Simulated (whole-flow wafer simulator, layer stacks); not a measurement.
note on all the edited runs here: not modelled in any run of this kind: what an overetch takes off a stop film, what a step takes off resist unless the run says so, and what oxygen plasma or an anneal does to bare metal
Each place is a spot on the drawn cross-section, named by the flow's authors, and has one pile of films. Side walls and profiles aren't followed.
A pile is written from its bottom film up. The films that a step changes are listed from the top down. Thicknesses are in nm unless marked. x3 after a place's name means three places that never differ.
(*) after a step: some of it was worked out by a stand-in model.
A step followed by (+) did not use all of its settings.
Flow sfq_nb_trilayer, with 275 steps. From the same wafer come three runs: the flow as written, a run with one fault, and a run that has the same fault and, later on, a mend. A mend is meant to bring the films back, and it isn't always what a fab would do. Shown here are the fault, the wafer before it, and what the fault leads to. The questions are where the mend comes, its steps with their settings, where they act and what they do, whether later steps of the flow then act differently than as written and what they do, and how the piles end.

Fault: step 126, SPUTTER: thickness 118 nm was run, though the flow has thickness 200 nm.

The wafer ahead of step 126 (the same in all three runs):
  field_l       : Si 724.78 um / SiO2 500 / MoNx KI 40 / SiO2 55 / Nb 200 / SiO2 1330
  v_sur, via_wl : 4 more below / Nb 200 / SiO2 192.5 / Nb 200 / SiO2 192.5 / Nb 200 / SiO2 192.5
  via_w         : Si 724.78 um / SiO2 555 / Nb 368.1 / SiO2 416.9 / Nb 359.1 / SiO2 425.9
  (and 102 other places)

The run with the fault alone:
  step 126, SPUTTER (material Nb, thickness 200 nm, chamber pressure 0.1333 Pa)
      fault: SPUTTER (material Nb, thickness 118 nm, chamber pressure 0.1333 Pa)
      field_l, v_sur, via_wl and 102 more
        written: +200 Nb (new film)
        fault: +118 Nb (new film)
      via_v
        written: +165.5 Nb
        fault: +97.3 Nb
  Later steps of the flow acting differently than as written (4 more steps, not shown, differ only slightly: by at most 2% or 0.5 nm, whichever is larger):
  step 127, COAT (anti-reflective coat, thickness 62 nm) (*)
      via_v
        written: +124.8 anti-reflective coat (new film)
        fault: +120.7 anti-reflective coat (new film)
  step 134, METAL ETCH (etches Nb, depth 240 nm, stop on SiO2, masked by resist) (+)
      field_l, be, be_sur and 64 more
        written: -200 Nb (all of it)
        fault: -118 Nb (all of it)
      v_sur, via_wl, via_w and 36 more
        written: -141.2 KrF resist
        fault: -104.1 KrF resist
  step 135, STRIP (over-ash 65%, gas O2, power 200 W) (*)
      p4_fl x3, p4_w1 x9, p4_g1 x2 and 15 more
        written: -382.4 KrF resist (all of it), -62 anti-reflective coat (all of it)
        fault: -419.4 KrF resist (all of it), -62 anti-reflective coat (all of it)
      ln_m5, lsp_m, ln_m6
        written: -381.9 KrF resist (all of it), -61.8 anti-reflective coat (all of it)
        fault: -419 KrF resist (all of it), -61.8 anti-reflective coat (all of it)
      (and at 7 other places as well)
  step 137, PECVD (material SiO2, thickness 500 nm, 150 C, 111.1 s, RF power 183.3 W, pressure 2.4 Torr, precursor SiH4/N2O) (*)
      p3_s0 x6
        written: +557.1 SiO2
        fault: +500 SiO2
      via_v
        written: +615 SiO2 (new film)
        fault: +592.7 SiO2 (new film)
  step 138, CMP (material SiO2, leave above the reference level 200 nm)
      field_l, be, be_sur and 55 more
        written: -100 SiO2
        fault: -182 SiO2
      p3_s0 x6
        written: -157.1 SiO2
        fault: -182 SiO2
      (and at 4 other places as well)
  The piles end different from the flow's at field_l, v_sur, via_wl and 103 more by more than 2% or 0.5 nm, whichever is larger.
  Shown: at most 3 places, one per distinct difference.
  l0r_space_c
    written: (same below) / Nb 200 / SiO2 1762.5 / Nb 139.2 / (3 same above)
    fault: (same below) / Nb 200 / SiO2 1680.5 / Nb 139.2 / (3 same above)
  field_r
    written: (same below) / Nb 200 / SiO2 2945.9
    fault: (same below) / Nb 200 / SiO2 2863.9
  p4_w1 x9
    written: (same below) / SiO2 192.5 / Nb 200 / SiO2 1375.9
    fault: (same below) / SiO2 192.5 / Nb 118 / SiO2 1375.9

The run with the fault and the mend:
  The mend stands after step 126.
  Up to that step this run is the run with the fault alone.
  step 126a, SPUTTER (material Nb, thickness 82 nm, chamber pressure 0.1333 Pa) (a further turn of the flow's step 126, with different settings)
      field_l, v_sur, via_wl and 102 more
        +82 Nb
      via_v
        +65.6 Nb
  Later steps of the flow that are run all act as written at every place that is followed, up to a difference of at most 2% or 0.5 nm, whichever is larger.
  When the end is reached, the piles differ only a little from the flow's at the places that both follow, at most by 2% or 0.5 nm, whichever is larger.
